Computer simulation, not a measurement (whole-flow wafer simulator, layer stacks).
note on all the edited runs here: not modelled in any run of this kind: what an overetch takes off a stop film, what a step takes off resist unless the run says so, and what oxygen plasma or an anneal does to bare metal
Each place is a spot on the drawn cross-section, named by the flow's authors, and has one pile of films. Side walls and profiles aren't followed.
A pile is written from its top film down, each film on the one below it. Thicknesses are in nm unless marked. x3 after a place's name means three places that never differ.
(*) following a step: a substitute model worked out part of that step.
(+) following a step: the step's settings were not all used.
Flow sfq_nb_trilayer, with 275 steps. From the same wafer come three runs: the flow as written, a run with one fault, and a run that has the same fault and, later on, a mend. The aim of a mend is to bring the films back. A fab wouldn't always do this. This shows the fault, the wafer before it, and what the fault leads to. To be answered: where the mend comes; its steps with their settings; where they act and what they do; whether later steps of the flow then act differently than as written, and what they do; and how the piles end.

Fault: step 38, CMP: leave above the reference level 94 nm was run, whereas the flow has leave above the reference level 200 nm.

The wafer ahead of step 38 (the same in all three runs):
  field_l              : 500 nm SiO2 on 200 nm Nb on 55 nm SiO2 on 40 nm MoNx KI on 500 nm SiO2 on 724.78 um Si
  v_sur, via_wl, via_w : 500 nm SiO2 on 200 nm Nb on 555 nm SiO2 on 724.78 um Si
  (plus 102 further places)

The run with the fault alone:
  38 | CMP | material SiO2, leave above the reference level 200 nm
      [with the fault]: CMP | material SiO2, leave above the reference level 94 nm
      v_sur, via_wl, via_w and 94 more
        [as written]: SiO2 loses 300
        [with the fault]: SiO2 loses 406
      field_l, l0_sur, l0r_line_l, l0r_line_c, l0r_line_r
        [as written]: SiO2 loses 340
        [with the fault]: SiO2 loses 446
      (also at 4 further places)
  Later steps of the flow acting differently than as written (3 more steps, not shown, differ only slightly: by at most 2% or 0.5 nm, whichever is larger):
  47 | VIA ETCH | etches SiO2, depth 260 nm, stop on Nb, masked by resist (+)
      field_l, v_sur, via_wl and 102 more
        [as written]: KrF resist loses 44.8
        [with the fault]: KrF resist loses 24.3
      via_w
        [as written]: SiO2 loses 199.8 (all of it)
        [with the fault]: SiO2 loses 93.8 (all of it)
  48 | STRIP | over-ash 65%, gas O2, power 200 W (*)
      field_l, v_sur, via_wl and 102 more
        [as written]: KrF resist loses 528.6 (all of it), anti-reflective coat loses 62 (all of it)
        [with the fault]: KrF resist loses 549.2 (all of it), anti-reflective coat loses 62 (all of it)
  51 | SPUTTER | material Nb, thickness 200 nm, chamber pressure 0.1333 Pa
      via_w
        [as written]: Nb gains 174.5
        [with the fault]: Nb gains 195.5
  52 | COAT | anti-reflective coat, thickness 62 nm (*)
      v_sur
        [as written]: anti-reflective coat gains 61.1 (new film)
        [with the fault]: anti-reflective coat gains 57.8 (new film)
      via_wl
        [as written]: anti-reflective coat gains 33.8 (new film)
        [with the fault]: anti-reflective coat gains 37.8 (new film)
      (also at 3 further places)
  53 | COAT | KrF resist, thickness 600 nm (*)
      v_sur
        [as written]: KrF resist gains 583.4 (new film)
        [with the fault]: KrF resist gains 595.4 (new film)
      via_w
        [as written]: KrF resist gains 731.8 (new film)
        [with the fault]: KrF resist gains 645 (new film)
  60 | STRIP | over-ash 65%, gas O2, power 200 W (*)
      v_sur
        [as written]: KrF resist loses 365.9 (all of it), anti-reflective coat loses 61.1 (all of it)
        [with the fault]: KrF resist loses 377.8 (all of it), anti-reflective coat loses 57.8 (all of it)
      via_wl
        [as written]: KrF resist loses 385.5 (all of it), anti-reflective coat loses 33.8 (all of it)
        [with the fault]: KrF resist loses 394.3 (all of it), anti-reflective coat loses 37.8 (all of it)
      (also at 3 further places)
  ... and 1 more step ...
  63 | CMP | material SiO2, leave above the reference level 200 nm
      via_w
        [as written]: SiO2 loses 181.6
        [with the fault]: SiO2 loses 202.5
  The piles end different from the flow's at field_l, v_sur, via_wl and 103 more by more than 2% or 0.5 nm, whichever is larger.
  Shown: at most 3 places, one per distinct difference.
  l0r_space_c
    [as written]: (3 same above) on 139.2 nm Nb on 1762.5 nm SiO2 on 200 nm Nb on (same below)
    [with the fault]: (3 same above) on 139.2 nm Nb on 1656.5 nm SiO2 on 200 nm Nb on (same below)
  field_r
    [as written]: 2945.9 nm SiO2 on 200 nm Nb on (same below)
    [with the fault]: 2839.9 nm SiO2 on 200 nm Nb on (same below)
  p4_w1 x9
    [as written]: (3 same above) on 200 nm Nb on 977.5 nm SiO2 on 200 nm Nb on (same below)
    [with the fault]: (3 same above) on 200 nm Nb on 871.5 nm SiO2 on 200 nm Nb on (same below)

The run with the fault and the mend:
  The mend follows step 45.
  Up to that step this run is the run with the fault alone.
  45a | STRIP | over-ash 65%, gas O2, power 200 W (*)
      field_l, v_sur, via_wl and 102 more
        KrF resist loses 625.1 (all of it), anti-reflective coat loses 62 (all of it)
      via_w
        anti-reflective coat loses 62 (all of it)
  45b | PECVD | material SiO2, thickness 106 nm, 150 C, 23.56 s, RF power 183.3 W, pressure 2.4 Torr, precursor SiH4/N2O (the flow's step 37 again, with other settings)
      field_l, v_sur, via_wl and 103 more
        SiO2 gains 106
  45c | COAT | anti-reflective coat, thickness 62 nm (the flow's step 40 again)
      field_l, v_sur, via_wl and 103 more
        anti-reflective coat gains 62 (new film)
  45d | COAT | KrF resist, thickness 650 nm (the flow's step 41 again)
      field_l, v_sur, via_wl and 103 more
        KrF resist gains 650 (new film)
  45e | SOFTBAKE | KrF resist (the flow's step 42 again)
      alters no film at any place that is followed
  45f | EXPOSE | photomask I0, dose 11.91 mJ/cm2, NA 0.6, wavelength 248 nm (*) (the flow's step 43 again)
      alters no film at any place that is followed
  45g | PEB | KrF resist, 90 s (the flow's step 44 again)
      field_l, v_sur, via_wl and 103 more
        KrF resist loses 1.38
  45h | DEVELOP | KrF resist, thickness 650 nm, 60 s (the flow's step 45 again)
      field_l, v_sur, via_wl and 102 more
        KrF resist loses 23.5
      via_w
        KrF resist loses 648.6 (all of it)
  Every later step of the flow that is run acts as written at every place that is followed.
  The piles end the same as the flow's at every place that both follow.
